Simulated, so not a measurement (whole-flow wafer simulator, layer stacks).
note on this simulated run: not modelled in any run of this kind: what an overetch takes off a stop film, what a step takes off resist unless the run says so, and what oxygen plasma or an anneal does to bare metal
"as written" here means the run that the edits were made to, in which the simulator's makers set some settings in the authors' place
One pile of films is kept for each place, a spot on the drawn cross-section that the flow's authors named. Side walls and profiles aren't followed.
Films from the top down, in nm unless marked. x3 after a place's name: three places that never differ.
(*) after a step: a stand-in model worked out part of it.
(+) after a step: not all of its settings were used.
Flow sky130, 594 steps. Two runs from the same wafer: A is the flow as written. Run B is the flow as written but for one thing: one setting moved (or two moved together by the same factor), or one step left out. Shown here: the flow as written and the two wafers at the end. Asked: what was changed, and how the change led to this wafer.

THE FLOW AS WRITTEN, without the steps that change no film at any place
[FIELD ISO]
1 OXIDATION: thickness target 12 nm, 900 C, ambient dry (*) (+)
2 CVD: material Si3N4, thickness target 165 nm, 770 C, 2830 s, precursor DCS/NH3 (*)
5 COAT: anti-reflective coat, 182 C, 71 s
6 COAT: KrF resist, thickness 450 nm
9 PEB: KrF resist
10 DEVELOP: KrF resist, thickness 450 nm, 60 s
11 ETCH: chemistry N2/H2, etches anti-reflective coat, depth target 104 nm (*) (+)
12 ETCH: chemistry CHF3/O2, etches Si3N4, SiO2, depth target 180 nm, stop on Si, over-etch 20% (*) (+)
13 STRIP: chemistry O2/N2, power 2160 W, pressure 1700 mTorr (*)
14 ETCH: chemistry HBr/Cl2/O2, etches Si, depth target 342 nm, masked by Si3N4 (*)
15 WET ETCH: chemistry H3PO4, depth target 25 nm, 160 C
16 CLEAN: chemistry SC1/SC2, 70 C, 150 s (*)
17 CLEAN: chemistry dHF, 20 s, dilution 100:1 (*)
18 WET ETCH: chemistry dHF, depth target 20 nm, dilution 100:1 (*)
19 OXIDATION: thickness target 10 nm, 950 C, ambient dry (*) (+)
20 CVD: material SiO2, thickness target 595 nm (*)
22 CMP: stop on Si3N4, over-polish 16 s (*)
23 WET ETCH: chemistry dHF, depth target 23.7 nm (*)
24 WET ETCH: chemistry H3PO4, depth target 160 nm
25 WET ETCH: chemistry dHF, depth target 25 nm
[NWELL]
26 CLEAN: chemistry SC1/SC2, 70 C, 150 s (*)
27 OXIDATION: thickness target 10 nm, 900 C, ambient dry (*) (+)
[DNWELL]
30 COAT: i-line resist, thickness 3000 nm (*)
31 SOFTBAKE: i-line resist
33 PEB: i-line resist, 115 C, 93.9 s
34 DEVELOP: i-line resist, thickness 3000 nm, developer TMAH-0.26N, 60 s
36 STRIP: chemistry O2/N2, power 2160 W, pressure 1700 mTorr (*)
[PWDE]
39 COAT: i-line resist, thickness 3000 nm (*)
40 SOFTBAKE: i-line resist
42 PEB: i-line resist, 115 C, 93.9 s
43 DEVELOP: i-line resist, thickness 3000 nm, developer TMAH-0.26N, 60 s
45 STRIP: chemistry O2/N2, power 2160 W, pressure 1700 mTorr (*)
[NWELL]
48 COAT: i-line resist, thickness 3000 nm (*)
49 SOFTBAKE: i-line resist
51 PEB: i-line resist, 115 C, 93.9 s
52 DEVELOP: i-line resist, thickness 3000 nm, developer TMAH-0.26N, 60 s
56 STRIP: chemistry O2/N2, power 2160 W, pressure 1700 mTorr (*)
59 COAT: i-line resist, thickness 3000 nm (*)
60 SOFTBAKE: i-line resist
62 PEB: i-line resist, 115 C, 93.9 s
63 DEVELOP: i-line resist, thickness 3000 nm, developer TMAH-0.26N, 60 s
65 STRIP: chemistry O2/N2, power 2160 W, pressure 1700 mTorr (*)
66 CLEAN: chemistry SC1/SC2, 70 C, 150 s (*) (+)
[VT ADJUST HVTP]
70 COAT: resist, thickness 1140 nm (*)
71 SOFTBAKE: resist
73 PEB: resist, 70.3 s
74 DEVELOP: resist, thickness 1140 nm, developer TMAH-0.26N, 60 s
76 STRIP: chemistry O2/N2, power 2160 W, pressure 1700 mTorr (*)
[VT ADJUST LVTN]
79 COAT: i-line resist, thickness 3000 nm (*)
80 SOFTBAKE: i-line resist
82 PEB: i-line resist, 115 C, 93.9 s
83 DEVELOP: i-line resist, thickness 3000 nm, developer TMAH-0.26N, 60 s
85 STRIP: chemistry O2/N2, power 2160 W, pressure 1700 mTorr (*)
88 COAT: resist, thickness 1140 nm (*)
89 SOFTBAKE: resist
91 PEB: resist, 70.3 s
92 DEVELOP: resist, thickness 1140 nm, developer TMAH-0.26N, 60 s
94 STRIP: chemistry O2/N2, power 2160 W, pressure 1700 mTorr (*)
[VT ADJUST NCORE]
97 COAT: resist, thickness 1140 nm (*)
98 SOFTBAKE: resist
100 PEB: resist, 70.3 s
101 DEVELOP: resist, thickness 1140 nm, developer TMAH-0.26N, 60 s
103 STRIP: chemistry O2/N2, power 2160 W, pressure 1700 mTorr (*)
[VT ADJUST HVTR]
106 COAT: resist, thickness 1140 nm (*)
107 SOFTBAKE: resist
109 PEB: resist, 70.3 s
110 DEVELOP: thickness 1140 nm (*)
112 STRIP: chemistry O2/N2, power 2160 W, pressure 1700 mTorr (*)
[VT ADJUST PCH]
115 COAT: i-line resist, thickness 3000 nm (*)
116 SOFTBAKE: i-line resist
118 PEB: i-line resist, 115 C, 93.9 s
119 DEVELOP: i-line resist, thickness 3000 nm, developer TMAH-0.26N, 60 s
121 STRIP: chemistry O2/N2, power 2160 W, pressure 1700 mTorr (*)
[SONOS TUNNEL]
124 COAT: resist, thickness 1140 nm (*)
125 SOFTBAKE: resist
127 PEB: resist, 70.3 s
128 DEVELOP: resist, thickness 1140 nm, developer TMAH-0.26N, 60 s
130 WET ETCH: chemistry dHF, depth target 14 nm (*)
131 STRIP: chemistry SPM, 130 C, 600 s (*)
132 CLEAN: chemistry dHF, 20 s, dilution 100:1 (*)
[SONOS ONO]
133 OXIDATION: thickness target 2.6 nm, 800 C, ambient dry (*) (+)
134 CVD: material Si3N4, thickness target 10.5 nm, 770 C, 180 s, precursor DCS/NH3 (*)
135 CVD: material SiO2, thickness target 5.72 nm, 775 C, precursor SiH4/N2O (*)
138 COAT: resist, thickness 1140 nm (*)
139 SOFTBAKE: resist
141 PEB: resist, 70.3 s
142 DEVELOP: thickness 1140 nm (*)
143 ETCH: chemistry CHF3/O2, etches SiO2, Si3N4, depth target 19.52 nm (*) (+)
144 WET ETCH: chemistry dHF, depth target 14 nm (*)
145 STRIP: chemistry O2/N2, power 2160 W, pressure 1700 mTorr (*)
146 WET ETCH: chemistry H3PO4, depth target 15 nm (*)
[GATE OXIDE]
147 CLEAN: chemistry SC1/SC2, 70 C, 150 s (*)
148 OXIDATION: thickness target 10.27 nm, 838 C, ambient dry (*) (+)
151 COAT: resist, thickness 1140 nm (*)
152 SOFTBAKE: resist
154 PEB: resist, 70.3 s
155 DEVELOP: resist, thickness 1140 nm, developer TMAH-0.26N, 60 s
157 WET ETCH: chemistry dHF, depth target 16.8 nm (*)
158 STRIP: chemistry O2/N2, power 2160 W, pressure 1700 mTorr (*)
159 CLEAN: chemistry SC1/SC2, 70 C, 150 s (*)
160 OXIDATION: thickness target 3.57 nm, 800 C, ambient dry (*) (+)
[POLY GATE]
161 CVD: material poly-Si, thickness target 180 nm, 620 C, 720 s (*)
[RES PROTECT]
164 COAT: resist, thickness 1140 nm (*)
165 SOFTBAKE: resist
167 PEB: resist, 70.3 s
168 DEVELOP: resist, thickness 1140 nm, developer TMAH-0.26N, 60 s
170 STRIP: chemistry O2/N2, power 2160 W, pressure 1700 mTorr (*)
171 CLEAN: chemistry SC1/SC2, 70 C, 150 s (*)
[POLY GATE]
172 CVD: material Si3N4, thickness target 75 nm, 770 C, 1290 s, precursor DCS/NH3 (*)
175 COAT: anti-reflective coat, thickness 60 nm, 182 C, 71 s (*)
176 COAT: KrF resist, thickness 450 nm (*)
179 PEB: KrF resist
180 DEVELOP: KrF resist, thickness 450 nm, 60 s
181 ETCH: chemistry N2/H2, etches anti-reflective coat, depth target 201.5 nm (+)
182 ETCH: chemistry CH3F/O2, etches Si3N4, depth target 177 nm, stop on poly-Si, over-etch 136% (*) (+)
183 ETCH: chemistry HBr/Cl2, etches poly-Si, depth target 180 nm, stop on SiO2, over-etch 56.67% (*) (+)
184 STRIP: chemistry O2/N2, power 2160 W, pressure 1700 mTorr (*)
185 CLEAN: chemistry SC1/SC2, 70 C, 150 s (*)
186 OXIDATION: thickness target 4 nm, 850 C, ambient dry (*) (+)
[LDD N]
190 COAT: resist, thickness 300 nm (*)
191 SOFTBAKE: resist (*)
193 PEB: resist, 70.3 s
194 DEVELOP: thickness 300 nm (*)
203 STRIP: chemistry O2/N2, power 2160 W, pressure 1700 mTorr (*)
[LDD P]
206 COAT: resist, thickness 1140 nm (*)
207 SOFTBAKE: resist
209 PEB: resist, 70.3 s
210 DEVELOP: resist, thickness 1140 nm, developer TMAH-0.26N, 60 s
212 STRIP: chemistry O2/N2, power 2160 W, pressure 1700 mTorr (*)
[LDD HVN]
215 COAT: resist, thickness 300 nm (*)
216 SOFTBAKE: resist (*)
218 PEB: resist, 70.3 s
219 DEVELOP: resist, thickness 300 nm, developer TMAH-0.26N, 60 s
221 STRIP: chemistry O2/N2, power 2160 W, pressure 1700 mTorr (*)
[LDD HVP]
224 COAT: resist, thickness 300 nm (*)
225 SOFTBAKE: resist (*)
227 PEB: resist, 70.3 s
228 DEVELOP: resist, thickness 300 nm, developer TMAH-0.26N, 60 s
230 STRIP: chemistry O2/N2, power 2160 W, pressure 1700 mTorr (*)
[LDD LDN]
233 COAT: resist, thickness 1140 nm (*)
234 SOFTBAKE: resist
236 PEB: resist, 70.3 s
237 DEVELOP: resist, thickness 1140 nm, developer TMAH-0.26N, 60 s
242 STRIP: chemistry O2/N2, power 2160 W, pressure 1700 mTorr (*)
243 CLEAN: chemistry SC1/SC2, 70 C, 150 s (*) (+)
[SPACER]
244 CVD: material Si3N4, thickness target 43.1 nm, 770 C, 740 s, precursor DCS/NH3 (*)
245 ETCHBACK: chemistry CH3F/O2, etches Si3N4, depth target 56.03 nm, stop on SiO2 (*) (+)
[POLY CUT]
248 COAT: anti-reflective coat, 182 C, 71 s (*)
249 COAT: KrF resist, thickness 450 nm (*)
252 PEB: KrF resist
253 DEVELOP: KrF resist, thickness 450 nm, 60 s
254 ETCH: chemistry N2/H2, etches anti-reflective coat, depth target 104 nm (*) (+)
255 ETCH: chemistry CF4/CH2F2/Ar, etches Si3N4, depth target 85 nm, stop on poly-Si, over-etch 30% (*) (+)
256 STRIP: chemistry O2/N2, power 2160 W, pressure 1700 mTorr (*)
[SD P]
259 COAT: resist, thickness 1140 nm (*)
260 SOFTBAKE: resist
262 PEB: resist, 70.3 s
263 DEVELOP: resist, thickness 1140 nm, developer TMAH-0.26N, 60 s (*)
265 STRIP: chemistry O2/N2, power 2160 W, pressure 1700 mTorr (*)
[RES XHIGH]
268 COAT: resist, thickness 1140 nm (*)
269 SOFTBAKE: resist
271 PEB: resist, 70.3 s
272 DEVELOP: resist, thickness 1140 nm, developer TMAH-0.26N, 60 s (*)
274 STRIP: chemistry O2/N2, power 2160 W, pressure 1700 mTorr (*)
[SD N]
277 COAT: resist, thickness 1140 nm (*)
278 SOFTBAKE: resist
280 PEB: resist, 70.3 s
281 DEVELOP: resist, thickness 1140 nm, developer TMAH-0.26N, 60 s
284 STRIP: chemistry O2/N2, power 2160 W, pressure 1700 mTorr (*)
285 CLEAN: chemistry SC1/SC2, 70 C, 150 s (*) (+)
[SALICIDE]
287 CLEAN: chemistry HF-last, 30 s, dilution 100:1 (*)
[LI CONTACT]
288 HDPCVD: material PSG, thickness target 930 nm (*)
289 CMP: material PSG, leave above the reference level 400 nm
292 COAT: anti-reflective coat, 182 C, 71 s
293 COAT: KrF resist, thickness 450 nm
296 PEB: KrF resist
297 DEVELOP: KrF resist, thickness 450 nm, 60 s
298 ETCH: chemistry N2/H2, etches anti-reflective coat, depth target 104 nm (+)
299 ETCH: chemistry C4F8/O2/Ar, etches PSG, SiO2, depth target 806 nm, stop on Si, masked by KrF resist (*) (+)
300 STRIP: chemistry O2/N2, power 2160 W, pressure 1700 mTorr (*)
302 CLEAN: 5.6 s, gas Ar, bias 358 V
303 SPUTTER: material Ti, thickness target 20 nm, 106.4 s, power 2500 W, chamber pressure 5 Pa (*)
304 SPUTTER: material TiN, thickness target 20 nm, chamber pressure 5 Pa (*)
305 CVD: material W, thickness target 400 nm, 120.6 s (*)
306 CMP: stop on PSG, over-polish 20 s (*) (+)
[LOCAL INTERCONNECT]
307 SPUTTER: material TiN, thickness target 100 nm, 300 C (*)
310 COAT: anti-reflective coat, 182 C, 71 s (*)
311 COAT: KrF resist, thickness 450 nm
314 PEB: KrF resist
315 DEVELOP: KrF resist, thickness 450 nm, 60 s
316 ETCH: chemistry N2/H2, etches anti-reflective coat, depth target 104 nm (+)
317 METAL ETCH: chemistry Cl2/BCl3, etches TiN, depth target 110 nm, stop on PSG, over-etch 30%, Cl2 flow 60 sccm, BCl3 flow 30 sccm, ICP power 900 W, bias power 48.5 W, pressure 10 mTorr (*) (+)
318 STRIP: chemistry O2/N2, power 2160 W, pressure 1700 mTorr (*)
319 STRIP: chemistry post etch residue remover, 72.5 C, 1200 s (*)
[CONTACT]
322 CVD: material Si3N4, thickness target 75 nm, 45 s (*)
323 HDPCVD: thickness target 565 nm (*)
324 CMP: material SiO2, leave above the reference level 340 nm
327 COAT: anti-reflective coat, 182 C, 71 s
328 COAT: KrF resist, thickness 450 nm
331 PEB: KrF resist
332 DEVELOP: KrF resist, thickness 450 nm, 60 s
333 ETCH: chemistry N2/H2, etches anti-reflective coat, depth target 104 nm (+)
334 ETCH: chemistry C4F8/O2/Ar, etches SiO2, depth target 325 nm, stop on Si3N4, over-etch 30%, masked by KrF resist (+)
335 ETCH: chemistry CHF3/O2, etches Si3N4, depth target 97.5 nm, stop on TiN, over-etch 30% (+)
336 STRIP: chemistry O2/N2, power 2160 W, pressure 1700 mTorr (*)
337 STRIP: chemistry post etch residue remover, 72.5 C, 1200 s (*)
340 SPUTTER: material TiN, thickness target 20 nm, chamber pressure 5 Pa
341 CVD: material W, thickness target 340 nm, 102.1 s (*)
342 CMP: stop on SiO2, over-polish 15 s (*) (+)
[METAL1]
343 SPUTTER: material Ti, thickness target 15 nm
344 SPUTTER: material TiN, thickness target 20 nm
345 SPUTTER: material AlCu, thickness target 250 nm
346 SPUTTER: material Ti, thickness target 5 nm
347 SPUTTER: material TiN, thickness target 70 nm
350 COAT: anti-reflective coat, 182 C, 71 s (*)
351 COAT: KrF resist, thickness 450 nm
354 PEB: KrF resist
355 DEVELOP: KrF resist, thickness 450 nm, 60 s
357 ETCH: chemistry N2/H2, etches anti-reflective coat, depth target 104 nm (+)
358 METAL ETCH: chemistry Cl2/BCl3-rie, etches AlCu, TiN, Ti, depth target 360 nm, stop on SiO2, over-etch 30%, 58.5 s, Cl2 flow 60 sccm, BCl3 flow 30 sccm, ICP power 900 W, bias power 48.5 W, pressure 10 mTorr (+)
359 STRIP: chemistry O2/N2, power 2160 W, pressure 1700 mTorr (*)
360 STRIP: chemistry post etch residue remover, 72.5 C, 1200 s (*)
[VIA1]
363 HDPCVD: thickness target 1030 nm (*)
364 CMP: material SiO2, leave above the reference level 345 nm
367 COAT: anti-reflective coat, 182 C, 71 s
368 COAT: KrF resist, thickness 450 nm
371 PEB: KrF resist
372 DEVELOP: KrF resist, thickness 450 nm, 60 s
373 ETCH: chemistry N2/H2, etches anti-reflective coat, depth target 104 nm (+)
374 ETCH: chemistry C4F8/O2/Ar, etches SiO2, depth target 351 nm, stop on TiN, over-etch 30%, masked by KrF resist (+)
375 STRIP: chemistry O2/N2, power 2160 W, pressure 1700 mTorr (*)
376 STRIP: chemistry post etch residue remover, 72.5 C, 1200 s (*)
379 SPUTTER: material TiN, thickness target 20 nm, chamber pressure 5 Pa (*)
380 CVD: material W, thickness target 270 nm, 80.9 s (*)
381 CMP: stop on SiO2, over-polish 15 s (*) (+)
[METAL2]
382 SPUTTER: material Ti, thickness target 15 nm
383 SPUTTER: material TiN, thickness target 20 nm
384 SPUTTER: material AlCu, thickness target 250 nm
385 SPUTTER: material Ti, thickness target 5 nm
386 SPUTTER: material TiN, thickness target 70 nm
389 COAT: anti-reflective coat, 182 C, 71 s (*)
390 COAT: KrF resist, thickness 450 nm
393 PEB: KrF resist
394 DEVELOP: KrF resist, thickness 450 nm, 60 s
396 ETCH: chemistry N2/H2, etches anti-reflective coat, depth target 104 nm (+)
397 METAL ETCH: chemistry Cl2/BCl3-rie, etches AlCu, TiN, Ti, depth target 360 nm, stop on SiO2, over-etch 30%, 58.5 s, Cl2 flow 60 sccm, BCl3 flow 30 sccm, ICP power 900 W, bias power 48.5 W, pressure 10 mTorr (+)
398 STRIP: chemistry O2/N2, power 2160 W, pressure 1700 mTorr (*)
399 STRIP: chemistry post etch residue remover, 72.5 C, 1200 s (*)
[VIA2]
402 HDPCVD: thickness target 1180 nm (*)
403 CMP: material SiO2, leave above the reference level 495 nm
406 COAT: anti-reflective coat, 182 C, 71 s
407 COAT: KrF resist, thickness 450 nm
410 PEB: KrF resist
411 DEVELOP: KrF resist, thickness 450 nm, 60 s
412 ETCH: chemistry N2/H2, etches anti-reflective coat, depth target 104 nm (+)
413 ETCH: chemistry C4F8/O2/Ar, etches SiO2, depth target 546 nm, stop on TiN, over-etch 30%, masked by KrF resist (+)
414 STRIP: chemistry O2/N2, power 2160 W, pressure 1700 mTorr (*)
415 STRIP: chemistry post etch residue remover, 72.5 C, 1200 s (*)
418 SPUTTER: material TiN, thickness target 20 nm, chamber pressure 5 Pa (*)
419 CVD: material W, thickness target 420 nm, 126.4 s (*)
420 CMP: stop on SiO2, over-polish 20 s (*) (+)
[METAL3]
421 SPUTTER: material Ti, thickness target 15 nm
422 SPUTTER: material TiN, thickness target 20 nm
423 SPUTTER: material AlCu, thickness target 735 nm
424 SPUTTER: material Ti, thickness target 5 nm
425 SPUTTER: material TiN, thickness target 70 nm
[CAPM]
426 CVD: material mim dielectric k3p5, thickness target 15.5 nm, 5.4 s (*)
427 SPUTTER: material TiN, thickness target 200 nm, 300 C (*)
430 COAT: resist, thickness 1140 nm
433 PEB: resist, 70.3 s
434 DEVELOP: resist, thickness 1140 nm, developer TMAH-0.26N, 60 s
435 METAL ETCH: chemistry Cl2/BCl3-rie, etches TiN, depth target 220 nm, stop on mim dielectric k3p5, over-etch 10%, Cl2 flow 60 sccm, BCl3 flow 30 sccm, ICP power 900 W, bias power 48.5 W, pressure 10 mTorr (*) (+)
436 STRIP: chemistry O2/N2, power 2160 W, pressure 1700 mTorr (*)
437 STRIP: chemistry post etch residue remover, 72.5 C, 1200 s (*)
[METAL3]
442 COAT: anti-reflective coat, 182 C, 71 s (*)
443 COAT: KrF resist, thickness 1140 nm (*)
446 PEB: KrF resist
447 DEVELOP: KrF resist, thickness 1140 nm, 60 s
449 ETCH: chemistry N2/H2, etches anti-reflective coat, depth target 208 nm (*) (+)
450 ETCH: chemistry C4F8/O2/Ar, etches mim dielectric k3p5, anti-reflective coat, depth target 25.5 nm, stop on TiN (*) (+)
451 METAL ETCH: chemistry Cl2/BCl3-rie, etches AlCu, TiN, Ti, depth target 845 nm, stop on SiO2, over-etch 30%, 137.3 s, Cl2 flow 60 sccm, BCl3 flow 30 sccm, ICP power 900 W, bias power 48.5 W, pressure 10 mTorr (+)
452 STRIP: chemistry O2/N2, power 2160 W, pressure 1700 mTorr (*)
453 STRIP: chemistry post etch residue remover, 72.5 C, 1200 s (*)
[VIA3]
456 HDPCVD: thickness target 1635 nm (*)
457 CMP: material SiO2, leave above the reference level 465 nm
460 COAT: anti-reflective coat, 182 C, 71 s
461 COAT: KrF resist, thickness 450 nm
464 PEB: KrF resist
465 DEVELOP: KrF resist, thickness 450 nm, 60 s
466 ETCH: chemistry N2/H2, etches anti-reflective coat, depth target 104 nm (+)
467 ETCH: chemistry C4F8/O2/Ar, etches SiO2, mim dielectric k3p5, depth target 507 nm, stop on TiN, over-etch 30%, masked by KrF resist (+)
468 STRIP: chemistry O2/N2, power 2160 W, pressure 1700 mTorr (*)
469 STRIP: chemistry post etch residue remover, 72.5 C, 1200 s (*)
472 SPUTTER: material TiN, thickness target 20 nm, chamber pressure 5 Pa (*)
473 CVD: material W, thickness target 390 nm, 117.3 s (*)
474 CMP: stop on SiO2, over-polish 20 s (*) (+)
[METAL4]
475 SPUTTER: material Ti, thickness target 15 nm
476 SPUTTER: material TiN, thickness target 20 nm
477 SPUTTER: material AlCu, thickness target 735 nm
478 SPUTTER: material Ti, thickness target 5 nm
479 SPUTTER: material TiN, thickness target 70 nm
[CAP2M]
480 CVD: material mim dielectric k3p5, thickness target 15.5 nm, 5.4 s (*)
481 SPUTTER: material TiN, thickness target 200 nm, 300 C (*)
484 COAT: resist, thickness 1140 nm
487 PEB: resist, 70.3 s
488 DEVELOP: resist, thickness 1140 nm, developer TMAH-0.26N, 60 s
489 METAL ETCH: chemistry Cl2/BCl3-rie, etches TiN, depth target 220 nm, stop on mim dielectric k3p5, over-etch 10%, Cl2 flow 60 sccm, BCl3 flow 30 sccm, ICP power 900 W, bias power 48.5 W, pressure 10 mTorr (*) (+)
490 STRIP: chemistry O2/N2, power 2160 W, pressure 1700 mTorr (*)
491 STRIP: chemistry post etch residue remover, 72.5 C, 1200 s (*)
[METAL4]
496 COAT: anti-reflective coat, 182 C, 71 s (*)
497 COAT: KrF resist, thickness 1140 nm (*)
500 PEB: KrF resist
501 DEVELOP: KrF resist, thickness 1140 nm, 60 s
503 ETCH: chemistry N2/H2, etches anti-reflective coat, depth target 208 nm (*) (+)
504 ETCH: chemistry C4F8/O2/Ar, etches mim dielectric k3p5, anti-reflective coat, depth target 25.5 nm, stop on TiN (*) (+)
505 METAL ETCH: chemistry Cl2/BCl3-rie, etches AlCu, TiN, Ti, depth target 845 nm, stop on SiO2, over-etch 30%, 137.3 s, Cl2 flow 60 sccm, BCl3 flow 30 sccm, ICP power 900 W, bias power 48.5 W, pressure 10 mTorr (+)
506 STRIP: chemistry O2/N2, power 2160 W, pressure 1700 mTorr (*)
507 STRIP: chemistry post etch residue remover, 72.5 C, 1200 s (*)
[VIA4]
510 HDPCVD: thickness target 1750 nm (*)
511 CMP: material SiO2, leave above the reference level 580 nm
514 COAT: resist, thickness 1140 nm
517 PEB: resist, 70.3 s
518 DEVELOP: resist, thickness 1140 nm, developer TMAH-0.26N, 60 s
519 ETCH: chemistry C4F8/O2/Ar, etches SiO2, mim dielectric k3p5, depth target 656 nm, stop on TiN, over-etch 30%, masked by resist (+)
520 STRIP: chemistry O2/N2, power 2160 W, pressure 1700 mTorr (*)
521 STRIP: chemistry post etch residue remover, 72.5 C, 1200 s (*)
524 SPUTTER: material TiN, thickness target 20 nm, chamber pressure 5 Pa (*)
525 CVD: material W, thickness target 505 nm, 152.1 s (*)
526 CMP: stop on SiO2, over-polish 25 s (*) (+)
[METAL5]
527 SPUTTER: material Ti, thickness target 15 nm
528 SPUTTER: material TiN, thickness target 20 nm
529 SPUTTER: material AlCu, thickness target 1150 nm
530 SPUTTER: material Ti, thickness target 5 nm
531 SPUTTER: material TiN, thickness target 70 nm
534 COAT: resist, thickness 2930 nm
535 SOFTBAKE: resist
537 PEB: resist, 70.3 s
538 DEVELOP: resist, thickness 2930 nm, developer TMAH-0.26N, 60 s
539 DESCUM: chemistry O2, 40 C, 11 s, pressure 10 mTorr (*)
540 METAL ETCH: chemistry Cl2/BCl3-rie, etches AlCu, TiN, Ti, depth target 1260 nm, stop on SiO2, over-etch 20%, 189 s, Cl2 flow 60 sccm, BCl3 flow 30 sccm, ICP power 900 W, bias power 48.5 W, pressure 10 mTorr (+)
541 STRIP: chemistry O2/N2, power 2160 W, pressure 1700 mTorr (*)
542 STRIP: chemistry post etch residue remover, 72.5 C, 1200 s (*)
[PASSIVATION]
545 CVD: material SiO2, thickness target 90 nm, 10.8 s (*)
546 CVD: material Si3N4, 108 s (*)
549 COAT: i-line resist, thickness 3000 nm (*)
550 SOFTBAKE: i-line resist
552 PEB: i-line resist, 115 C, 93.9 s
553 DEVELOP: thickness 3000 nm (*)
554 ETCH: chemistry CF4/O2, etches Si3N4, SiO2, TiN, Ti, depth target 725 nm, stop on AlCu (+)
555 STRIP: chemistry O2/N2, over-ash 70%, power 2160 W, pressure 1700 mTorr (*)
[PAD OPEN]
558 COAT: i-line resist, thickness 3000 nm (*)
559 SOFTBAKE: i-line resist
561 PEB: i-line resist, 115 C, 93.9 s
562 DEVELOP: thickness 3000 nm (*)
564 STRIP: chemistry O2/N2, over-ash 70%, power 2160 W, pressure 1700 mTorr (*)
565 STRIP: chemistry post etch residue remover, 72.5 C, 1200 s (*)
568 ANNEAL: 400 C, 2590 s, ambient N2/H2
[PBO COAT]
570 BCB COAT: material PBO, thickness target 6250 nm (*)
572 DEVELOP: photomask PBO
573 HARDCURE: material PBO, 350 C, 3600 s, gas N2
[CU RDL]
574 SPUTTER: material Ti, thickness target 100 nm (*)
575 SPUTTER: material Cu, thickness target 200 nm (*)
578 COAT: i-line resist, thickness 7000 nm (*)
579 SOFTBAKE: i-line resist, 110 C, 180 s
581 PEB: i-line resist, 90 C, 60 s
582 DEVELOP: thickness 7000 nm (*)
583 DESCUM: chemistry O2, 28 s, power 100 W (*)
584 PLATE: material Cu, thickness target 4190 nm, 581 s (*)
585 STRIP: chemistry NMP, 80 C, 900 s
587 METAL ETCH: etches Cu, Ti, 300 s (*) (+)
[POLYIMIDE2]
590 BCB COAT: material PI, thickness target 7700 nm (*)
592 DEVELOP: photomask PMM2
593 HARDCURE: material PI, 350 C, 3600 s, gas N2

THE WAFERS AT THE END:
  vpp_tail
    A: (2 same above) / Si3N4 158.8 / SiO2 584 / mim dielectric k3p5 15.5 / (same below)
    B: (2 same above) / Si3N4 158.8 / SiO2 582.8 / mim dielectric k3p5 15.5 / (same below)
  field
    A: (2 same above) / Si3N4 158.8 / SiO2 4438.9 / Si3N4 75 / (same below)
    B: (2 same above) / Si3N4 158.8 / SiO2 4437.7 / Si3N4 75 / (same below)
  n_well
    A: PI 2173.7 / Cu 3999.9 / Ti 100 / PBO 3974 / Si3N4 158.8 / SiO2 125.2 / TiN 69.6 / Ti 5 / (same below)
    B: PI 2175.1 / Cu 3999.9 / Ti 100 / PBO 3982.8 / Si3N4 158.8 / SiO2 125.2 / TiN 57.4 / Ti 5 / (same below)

The cause: step 531, SPUTTER: thickness target 57.8 nm was run, where the flow has thickness target 70 nm.

How the change led to this, step by step:
  531 SPUTTER: material TiN, thickness target 70 nm
      field, active, n_well and 190 more: A TiN +70 (new film) | B TiN +57.8 (new film)
  540 METAL ETCH: chemistry Cl2/BCl3-rie, etches AlCu, TiN, Ti, depth target 1260 nm, stop on SiO2, over-etch 20%, 189 s, Cl2 flow 60 sccm, BCl3 flow 30 sccm, ICP power 900 W, bias power 48.5 W, pressure 10 mTorr (+)
      field, active, gate and 175 more: A TiN -70 (all of it), Ti -5 (all of it), AlCu -1150 (all of it), TiN -20 (all of it), Ti -15 (all of it), SiO2 -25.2 | B TiN -57.8 (all of it), Ti -5 (all of it), AlCu -1150 (all of it), TiN -20 (all of it), Ti -15 (all of it), SiO2 -26.4
  550 SOFTBAKE: i-line resist
      via2_hole: A i-line resist -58 | B i-line resist -56.8
      via2_enc: A i-line resist -47 | B i-line resist -45.9
  554 ETCH: chemistry CF4/O2, etches Si3N4, SiO2, TiN, Ti, depth target 725 nm, stop on AlCu (+)
      field, active, n_well and 189 more: A i-line resist -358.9 | B i-line resist -346.7
      pad: A Si3N4 -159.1 (all of it), SiO2 -125.2 (all of it), TiN -69.6 (all of it), Ti -5 (all of it) | B Si3N4 -159.1 (all of it), SiO2 -125.2 (all of it), TiN -57.4 (all of it), Ti -5 (all of it)
  559 SOFTBAKE: i-line resist
      via2_hole: A i-line resist -58 | B i-line resist -56.8
      via2_enc: A i-line resist -47 | B i-line resist -45.9
